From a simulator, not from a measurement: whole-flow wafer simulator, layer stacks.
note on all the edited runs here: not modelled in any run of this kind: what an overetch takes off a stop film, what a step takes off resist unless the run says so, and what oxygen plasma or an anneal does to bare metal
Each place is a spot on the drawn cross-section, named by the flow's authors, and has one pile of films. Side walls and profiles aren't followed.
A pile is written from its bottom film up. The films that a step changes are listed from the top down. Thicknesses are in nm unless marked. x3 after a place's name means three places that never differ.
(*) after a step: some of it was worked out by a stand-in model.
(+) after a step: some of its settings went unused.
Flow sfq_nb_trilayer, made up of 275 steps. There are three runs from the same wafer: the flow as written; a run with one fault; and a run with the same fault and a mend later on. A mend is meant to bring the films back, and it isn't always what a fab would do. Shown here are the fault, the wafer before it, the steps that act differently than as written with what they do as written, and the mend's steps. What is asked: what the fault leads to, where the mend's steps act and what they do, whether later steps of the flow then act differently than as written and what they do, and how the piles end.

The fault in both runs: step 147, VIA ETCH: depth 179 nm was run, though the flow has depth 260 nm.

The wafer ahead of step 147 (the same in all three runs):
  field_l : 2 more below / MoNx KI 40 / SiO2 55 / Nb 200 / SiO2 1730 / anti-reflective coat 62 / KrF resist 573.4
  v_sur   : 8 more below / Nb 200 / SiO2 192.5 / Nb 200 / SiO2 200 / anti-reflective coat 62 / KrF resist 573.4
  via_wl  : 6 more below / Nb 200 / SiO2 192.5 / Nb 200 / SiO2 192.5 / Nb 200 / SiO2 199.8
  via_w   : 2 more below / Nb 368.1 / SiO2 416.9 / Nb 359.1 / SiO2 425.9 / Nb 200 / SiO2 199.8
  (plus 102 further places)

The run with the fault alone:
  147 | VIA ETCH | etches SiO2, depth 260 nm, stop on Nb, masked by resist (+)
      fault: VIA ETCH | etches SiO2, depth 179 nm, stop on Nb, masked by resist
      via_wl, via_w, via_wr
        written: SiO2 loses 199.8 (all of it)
        fault: SiO2 loses 179
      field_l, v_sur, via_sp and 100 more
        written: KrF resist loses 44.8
        fault: KrF resist loses 30.9
  Steps later in the flow that act otherwise than as written (7 more steps, not shown, differ only slightly: by at most 2% or 0.5 nm, whichever is larger):
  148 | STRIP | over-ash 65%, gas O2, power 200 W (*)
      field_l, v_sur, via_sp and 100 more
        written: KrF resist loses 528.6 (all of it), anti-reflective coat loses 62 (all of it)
        fault: KrF resist loses 542.6 (all of it), anti-reflective coat loses 62 (all of it)
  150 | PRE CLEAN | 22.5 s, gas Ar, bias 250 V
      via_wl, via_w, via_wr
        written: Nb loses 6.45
        fault: SiO2 loses 7.5
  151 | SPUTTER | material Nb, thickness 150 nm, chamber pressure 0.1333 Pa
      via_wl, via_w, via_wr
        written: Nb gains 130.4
        fault: Nb gains 132.7 (new film)
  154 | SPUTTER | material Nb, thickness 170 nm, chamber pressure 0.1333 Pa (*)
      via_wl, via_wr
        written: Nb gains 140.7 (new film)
        fault: Nb gains 144.1 (new film)
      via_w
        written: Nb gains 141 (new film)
        fault: Nb gains 144.5 (new film)
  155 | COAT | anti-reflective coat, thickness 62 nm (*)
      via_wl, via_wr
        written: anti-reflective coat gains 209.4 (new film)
        fault: anti-reflective coat gains 190.1 (new film)
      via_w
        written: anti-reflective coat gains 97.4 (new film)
        fault: anti-reflective coat gains 95.4 (new film)
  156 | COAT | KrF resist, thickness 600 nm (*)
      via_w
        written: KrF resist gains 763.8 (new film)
        fault: KrF resist gains 745 (new film)
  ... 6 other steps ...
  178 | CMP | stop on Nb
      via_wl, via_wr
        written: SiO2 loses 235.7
        fault: SiO2 loses 257.7
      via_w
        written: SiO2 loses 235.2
        fault: SiO2 loses 257.3
  The piles end different from the flow's at via_wl, via_w, via_wr by more than 2% or 0.5 nm, whichever is larger.
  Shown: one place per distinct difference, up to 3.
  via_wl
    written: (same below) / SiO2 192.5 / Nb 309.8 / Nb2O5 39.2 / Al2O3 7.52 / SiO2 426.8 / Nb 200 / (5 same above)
    fault: (same below) / SiO2 192.5 / Nb 200 / SiO2 13.3 / Nb 118.6 / Nb2O5 39.1 / Al2O3 7.58 / SiO2 404.8 / Nb 200 / (5 same above)
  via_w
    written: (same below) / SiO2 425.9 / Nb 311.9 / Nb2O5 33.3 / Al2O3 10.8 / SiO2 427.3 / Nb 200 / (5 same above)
    fault: (same below) / SiO2 425.9 / Nb 200 / SiO2 13.3 / Nb 120.8 / Nb2O5 32.9 / Al2O3 11 / SiO2 405.2 / Nb 200 / (5 same above)

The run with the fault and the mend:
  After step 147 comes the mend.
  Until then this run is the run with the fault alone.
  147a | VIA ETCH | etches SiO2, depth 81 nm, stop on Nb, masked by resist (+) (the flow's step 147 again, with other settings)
      field_l, v_sur, via_sp and 100 more
        KrF resist loses 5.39
      via_wl, via_w, via_wr
        SiO2 loses 20.8 (all of it)
  Later steps of the flow that are run all act as written at every place that is followed, up to a difference of at most 2% or 0.5 nm, whichever is larger.
  The piles end the same as the flow's at every place that both follow.
